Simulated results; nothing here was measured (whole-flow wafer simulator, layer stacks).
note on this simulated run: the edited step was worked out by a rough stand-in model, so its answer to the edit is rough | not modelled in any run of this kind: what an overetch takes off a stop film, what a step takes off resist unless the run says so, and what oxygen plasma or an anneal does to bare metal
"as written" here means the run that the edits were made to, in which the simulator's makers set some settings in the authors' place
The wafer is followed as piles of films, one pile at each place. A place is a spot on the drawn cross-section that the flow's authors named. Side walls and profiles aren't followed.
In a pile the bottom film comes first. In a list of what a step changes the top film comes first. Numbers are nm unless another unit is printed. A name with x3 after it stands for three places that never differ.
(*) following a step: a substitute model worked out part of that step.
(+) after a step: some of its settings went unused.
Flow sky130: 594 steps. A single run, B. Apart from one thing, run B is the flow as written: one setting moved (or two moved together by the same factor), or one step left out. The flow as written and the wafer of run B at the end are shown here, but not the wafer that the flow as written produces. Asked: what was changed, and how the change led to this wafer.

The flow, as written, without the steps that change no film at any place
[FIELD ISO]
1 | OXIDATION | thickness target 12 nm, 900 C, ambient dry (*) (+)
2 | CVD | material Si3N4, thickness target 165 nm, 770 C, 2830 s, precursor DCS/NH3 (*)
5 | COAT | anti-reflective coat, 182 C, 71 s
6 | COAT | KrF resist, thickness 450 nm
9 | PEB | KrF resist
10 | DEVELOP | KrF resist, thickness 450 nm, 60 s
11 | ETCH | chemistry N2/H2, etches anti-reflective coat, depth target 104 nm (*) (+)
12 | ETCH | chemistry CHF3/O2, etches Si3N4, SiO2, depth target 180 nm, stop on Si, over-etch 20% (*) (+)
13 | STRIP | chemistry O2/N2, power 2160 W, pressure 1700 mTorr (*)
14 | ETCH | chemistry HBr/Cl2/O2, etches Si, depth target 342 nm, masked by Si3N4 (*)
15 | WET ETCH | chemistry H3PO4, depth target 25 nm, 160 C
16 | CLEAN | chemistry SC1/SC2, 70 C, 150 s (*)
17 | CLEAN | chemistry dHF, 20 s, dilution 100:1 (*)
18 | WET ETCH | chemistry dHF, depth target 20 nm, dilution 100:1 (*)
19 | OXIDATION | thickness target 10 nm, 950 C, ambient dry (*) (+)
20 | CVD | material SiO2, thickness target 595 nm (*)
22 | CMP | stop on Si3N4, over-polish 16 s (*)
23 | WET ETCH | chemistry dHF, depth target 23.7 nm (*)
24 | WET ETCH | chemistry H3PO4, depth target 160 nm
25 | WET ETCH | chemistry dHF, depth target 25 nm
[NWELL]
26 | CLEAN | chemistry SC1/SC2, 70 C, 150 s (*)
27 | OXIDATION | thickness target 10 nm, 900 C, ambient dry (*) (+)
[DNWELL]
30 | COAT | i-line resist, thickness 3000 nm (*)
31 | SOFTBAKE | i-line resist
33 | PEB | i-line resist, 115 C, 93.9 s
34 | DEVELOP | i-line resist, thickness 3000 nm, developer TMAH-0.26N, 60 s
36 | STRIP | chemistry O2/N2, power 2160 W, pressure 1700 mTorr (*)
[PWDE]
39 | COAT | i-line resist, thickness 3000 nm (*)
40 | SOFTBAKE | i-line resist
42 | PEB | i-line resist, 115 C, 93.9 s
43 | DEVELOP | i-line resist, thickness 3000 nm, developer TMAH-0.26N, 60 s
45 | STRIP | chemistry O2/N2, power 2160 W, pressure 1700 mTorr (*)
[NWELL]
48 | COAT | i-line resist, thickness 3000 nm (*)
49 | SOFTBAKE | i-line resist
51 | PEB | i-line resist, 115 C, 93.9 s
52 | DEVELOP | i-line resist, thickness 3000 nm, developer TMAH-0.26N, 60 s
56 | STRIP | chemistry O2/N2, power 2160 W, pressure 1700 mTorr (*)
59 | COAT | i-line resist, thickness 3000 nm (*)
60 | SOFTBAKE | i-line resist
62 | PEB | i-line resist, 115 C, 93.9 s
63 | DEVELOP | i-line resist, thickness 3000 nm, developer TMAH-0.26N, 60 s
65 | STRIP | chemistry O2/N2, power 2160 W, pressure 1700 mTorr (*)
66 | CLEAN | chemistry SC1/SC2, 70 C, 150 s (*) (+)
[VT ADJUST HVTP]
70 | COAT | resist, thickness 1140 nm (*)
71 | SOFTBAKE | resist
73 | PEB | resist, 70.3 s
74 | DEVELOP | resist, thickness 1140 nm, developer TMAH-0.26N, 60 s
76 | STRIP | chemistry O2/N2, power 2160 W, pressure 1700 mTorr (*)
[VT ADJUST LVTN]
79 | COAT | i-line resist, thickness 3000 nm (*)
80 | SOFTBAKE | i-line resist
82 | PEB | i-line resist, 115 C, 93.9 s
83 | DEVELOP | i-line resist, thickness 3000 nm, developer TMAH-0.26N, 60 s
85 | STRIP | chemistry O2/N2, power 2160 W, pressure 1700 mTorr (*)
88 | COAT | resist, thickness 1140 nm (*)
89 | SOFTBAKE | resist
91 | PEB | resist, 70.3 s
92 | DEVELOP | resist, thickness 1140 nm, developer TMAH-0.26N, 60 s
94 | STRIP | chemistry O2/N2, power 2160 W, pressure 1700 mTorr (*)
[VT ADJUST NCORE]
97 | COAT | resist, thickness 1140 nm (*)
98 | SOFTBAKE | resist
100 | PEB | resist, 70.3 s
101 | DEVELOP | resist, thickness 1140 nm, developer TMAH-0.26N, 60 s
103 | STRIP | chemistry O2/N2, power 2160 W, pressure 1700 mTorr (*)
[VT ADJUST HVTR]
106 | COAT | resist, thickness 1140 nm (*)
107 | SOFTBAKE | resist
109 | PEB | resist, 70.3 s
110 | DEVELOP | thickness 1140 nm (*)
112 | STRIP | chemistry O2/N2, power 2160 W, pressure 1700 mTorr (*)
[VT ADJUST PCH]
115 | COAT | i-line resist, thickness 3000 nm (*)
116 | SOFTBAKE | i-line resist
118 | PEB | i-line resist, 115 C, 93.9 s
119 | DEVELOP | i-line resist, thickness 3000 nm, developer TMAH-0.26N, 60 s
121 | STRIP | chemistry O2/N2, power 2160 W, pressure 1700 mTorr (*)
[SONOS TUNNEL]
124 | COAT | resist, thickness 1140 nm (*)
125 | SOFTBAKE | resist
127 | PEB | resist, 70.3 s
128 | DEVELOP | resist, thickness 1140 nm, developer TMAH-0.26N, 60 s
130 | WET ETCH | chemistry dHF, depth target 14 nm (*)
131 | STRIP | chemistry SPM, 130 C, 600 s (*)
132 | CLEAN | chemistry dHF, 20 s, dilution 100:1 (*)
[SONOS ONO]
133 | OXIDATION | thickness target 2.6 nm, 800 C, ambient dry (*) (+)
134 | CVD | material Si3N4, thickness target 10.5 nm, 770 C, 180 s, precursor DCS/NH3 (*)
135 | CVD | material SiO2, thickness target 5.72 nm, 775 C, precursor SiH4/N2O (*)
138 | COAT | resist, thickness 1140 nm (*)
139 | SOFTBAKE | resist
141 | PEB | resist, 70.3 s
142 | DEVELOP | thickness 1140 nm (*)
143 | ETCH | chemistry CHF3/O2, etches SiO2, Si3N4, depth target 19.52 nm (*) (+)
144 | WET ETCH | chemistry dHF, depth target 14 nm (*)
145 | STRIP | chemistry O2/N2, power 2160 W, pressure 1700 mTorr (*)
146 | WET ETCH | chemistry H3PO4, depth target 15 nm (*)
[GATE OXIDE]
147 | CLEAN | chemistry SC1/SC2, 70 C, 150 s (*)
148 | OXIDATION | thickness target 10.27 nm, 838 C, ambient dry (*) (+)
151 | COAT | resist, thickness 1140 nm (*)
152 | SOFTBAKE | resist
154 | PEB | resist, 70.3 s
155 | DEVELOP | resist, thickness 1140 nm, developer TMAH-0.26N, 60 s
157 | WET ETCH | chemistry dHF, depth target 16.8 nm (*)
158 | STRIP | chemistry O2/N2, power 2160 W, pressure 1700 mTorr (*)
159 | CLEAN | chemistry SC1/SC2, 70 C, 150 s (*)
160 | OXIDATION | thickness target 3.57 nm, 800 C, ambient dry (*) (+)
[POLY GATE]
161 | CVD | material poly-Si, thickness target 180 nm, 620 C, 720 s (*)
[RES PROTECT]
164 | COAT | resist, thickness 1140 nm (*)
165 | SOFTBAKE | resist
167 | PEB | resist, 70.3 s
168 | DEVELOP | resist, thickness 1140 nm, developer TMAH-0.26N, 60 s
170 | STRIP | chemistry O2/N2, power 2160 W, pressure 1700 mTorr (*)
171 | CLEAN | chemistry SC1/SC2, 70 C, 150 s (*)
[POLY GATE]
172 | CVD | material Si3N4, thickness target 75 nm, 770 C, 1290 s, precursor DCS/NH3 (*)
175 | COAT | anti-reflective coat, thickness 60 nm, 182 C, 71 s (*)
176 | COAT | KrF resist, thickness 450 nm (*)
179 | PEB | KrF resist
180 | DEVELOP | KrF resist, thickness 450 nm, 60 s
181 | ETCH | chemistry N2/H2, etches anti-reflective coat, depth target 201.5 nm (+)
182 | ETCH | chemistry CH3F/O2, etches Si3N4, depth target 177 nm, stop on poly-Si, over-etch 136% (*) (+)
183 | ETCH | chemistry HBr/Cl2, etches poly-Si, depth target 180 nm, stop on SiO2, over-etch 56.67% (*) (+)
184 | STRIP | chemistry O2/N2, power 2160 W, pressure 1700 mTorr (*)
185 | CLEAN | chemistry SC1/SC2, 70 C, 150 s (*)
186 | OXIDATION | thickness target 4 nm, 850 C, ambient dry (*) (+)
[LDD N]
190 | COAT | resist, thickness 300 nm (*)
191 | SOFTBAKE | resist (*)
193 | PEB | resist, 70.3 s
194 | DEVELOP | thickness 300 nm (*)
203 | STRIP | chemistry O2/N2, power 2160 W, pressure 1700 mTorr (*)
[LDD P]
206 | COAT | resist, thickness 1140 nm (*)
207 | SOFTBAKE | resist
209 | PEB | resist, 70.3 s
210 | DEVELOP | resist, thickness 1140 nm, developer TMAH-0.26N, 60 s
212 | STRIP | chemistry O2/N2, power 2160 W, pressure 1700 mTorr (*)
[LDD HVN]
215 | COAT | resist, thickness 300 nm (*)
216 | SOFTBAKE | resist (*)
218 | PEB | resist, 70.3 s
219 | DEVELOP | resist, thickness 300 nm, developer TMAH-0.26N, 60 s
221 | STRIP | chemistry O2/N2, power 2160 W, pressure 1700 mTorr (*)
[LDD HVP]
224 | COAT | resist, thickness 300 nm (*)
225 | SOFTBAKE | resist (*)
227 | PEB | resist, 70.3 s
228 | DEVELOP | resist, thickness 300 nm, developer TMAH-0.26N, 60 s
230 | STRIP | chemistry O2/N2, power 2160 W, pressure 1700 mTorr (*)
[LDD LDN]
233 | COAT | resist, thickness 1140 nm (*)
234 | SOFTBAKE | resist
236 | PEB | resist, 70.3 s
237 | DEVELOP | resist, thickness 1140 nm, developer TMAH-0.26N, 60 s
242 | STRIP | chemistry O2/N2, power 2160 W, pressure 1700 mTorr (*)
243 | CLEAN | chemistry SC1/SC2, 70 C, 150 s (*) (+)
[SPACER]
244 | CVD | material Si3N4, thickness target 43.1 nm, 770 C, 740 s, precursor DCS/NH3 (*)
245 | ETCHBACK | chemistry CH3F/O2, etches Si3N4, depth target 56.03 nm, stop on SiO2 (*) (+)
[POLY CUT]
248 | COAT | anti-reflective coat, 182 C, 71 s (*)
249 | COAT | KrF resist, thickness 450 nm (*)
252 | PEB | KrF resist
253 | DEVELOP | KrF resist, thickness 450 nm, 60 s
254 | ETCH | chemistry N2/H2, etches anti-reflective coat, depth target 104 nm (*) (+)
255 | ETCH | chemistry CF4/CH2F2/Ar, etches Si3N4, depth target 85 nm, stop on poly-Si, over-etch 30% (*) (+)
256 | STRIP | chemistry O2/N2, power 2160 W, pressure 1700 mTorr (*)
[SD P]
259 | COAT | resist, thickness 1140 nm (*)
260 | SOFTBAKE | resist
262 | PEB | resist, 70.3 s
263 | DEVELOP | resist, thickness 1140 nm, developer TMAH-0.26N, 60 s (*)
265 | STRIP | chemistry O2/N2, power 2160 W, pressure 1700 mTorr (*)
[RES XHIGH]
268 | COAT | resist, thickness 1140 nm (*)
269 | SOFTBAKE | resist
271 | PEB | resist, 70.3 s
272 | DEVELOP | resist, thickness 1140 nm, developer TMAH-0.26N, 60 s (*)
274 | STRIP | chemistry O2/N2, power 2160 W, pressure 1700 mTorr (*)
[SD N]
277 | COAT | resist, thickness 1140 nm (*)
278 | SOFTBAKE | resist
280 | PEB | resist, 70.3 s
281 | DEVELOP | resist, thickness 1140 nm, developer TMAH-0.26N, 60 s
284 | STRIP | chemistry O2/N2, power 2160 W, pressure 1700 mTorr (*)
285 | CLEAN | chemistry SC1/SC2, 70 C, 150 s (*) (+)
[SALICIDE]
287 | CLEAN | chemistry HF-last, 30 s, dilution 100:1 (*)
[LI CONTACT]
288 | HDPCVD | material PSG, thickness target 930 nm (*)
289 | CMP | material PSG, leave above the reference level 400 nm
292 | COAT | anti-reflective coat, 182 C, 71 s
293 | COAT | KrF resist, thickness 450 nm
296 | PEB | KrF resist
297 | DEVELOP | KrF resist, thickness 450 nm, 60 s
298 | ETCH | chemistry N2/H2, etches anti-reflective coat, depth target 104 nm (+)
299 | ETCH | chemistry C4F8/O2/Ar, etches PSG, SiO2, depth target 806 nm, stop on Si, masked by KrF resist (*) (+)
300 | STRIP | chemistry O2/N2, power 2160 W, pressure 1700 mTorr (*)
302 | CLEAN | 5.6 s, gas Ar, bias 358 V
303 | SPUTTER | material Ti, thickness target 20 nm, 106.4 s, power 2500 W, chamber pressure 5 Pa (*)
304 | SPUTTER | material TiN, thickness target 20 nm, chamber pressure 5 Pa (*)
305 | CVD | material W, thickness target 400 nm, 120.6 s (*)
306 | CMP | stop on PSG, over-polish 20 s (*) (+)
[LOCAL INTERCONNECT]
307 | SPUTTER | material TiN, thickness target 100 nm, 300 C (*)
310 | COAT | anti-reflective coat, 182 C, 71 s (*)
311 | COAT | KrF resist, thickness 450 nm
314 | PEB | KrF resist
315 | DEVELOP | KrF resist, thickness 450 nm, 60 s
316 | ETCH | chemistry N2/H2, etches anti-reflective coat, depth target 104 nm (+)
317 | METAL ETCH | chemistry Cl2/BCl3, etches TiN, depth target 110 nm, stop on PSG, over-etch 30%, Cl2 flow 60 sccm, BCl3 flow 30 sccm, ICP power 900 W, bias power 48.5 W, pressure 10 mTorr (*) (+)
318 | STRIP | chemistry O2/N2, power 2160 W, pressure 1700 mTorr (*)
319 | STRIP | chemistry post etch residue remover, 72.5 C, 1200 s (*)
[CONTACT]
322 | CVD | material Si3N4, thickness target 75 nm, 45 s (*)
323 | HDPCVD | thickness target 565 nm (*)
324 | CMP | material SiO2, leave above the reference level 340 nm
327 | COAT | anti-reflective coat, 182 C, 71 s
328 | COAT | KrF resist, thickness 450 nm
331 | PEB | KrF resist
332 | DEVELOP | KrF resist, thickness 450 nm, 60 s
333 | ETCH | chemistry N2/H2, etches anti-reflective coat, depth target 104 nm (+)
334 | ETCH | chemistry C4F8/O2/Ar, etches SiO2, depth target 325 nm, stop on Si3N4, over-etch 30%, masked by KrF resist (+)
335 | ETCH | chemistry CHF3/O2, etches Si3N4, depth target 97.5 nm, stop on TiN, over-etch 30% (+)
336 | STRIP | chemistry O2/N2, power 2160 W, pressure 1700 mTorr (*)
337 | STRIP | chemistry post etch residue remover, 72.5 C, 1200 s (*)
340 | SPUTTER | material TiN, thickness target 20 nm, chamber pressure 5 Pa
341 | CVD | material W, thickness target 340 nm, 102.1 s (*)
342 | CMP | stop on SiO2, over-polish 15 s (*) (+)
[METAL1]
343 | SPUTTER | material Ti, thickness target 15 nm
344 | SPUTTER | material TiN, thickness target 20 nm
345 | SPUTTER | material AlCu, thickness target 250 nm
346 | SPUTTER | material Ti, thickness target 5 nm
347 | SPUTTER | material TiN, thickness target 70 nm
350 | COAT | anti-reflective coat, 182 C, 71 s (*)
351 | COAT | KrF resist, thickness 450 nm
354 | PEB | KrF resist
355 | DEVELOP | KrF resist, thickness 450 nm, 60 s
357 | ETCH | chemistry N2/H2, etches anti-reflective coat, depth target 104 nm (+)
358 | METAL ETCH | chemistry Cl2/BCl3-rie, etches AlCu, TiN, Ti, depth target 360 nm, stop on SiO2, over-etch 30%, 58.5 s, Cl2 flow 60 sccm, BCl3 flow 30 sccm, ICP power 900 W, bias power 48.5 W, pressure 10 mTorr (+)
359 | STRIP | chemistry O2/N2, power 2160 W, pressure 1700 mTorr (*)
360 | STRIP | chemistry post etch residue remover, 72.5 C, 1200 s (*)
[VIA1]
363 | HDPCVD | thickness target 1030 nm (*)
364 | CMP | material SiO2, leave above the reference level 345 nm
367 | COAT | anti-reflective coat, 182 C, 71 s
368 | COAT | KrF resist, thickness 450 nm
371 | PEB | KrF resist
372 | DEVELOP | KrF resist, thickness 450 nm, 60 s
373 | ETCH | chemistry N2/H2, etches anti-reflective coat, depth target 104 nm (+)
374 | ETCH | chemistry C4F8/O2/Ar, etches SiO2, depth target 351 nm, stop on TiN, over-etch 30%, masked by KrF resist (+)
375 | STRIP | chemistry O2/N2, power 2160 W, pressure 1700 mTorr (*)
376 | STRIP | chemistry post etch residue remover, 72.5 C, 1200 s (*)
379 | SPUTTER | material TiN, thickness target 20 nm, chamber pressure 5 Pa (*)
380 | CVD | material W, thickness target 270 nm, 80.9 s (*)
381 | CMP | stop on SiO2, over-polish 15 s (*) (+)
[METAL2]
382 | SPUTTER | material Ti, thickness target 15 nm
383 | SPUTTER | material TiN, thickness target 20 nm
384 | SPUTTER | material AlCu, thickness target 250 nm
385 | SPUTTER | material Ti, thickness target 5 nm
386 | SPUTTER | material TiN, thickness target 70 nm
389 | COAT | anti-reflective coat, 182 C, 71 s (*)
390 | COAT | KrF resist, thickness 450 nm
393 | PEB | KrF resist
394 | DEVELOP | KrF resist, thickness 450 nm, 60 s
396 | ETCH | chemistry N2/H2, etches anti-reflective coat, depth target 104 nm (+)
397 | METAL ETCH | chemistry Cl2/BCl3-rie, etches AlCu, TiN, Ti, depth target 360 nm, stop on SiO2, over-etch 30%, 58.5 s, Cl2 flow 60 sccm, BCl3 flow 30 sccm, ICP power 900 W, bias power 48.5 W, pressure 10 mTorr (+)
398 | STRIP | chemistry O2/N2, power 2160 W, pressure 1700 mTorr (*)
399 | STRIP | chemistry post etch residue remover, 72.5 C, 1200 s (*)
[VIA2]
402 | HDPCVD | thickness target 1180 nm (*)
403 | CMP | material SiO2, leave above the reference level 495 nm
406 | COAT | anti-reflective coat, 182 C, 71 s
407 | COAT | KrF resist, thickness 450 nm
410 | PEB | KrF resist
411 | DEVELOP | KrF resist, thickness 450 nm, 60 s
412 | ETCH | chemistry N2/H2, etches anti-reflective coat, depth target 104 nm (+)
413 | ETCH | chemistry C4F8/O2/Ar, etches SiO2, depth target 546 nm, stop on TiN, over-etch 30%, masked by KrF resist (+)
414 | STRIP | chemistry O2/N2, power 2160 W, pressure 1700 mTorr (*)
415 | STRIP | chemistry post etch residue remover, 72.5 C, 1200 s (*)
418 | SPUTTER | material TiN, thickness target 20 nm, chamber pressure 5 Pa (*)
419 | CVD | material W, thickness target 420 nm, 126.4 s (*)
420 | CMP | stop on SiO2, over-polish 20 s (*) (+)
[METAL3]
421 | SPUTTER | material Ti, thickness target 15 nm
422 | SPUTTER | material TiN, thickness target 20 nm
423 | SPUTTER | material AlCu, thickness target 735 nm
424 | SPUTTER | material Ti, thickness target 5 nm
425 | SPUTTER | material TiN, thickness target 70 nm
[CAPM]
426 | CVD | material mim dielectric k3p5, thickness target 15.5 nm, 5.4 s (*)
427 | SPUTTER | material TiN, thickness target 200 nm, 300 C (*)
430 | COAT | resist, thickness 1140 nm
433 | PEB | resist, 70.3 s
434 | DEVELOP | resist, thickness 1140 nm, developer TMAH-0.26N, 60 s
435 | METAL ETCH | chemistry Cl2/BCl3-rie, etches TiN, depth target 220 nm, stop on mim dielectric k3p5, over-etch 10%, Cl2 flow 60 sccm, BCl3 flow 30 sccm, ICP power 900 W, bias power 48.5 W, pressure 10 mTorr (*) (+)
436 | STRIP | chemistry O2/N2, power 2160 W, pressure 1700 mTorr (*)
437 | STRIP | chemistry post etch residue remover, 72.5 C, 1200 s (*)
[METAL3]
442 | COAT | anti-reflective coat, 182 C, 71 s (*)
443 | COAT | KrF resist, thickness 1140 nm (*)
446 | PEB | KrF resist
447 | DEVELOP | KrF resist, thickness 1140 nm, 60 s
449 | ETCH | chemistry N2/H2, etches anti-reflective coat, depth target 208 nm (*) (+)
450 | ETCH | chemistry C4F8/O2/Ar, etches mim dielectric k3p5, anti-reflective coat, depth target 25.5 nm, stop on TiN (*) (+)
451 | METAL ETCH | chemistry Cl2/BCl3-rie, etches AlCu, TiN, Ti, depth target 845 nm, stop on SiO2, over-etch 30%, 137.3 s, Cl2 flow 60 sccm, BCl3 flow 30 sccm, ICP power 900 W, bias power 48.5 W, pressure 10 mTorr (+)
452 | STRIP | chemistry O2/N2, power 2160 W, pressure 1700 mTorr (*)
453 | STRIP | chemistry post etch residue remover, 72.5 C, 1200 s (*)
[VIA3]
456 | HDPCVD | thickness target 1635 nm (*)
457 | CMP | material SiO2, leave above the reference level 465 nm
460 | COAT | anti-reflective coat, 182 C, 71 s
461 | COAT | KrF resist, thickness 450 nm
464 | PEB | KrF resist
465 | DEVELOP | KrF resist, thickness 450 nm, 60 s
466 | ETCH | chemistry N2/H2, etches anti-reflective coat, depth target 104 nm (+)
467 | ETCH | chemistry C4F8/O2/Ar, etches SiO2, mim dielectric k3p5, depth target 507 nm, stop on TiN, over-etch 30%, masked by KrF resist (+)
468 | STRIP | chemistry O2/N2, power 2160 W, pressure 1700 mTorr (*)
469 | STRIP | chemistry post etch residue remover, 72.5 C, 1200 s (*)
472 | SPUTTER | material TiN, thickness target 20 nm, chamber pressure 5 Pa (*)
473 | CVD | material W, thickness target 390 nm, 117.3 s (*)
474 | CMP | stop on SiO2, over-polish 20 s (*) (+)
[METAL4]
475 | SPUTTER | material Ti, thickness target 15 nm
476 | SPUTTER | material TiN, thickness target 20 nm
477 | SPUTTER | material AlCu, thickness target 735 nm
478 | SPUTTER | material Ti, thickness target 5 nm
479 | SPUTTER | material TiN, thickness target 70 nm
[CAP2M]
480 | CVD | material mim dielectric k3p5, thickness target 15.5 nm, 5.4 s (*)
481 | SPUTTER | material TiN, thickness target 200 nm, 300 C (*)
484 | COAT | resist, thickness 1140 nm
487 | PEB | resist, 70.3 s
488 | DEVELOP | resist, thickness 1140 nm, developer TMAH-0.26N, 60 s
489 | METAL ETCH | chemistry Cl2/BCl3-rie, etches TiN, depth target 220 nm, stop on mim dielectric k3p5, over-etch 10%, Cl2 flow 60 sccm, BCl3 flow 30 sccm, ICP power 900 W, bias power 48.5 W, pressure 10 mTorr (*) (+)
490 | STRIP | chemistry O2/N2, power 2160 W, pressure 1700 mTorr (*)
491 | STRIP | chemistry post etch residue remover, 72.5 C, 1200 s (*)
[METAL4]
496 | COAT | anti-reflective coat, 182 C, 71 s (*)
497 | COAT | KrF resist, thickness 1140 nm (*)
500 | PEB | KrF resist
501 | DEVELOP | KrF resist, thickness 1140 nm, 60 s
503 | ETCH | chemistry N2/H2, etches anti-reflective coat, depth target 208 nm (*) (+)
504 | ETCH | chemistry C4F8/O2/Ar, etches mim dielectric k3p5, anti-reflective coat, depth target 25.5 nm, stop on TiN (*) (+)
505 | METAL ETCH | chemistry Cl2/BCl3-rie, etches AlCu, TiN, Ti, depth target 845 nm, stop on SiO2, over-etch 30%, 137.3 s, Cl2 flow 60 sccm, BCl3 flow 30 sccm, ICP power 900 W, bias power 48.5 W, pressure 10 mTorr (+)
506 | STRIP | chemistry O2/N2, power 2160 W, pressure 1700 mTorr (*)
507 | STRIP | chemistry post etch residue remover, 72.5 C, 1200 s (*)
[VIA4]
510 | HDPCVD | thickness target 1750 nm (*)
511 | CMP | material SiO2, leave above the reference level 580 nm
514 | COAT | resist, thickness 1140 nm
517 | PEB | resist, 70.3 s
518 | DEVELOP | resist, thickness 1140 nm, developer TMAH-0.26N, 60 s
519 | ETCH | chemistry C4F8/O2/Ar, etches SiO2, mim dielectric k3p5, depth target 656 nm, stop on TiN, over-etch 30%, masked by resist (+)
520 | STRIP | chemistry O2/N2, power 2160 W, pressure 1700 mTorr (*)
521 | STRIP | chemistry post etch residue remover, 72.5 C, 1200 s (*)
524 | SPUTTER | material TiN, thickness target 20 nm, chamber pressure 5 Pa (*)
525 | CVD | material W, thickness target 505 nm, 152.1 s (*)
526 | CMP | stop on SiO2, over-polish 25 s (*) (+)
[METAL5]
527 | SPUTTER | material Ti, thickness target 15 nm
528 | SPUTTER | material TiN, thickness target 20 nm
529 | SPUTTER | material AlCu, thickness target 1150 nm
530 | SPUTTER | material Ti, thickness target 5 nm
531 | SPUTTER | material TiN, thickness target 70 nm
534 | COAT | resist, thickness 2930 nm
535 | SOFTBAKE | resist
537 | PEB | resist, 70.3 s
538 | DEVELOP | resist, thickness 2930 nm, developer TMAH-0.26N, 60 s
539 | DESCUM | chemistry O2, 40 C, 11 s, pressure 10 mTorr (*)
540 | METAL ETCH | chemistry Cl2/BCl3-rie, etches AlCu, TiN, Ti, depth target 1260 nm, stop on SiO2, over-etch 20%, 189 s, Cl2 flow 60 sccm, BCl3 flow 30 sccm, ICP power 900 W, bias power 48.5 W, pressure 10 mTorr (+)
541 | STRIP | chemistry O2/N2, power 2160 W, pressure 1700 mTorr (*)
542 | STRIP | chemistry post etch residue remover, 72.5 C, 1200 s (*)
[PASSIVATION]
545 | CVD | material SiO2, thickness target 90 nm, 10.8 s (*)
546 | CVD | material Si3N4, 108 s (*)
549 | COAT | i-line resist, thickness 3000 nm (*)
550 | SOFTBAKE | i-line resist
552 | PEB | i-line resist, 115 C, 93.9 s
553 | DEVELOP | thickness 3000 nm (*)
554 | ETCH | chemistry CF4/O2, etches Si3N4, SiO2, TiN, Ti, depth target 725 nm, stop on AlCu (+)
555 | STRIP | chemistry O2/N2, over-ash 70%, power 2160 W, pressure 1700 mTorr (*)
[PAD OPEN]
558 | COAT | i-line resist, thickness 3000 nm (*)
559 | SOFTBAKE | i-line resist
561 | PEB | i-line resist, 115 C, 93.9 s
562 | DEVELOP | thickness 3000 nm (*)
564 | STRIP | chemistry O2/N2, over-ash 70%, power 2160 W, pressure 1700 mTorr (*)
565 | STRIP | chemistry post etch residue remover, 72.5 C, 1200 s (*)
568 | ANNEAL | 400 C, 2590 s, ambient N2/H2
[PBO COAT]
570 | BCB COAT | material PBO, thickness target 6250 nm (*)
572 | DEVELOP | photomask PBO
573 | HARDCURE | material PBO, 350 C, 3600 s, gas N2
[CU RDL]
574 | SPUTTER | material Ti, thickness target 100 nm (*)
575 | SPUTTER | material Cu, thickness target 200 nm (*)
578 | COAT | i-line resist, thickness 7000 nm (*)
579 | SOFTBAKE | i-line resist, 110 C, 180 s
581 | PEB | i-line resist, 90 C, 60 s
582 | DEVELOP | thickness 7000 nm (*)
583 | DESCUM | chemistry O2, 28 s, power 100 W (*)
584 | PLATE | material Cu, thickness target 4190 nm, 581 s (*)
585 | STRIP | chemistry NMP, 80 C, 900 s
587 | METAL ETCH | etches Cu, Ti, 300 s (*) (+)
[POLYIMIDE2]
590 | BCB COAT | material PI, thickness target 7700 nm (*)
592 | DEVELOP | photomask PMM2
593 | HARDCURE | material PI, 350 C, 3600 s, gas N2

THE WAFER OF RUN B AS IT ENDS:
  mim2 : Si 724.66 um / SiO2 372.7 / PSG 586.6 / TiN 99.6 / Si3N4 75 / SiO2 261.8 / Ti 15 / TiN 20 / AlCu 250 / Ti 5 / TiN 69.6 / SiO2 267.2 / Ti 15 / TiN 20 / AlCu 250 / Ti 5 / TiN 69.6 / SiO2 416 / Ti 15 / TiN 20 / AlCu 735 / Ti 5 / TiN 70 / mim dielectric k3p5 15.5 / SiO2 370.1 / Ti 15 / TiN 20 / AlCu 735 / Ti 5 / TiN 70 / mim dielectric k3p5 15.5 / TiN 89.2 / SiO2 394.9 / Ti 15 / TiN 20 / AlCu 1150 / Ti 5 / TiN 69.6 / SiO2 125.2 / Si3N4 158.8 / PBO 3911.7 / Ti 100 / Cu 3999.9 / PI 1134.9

What caused this: step 481, SPUTTER: thickness target 90 nm was run, whereas the flow has thickness target 200 nm.

Step by step, how the change led to this:
  481 | SPUTTER | material TiN, thickness target 200 nm, 300 C (*)
      field, active, n_well and 189 more: +90 TiN (new film) (it would be, as written: +200 TiN (new film))
  489 | METAL ETCH | chemistry Cl2/BCl3-rie, etches TiN, depth target 220 nm, stop on mim dielectric k3p5, over-etch 10%, Cl2 flow 60 sccm, BCl3 flow 30 sccm, ICP power 900 W, bias power 48.5 W, pressure 10 mTorr (*) (+)
      field, active, n_well and 188 more: -90 TiN (all of it) (it would be, as written: -200 TiN (all of it))
      mim2: -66 resist (it would be, as written: -146.7 resist)
  490 | STRIP | chemistry O2/N2, power 2160 W, pressure 1700 mTorr (*)
      mim2: -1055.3 resist (all of it) (it would be, as written: -974.6 resist (all of it))
  496 | COAT | anti-reflective coat, 182 C, 71 s (*)
      iso_guard__w2: +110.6 anti-reflective coat (new film) (it would be, as written: +177.8 anti-reflective coat (new film))
      mim2: +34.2 anti-reflective coat (new film) (it would be, as written: +40.3 anti-reflective coat (new film))
  497 | COAT | KrF resist, thickness 1140 nm (*)
      iso_guard__w2: +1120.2 KrF resist (new film) (it would be, as written: +1074.8 KrF resist (new film))
      mim2: +1108.4 KrF resist (new film) (it would be, as written: +1018.9 KrF resist (new film))
  506 | STRIP | chemistry O2/N2, power 2160 W, pressure 1700 mTorr (*)
      iso_guard__w2: -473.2 KrF resist (all of it), -110.6 anti-reflective coat (all of it) (it would be, as written: -427.9 KrF resist (all of it), -177.8 anti-reflective coat (all of it))
      mim2: -461.4 KrF resist (all of it), -34.2 anti-reflective coat (all of it) (it would be, as written: -372.1 KrF resist (all of it), -40.3 anti-reflective coat (all of it))
  511 | CMP | material SiO2, leave above the reference level 580 nm
      mim2: -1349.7 SiO2 (it would be, as written: -1459.7 SiO2)
